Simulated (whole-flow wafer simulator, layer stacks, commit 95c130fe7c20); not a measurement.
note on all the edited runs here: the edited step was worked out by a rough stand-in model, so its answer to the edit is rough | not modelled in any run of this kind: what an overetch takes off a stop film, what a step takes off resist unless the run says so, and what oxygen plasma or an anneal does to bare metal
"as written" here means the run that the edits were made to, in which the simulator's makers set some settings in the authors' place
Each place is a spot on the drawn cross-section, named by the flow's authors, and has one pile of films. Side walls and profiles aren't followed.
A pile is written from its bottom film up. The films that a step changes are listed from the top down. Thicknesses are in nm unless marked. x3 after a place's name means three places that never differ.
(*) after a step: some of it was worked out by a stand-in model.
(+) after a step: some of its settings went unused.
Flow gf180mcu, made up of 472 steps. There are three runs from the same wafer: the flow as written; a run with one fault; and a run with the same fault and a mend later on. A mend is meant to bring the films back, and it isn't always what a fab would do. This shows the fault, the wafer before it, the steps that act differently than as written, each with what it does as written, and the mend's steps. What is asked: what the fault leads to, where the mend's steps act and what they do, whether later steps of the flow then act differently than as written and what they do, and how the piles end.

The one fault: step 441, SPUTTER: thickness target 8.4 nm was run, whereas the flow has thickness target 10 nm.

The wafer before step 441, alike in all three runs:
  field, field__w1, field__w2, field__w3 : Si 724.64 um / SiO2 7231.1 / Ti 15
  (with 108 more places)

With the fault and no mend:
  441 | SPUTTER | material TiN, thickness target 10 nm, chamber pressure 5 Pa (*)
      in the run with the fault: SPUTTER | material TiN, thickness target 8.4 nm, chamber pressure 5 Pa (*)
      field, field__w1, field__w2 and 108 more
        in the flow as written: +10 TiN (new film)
        in the run with the fault: +8.4 TiN (new film)
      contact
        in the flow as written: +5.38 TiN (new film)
        in the run with the fault: +4.52 TiN (new film)
  Later steps of the flow acting differently than as written (not shown: 1 more step that differs only slightly, by at most 2% or 0.5 nm, whichever is larger):
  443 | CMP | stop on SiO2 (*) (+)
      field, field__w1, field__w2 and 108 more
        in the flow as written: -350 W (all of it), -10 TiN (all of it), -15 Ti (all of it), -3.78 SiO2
        in the run with the fault: -350 W (all of it), -8.4 TiN (all of it), -15 Ti (all of it), -3.77 SiO2
  At contact, the piles at the end differ from the flow's by more than 2% or 0.5 nm, whichever is larger.
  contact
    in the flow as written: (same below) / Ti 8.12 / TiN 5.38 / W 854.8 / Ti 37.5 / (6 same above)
    in the run with the fault: (same below) / Ti 8.12 / TiN 4.52 / W 855.7 / Ti 37.5 / (6 same above)

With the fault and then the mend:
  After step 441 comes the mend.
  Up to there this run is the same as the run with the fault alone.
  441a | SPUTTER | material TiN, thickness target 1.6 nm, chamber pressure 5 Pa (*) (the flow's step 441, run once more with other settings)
      field, field__w1, field__w2 and 108 more
        +1.6 TiN
      contact
        +0.86 TiN
  None of the later steps of the flow acts differently than as written at any place that is followed.
  The piles end the same as the flow's at every place that both follow.
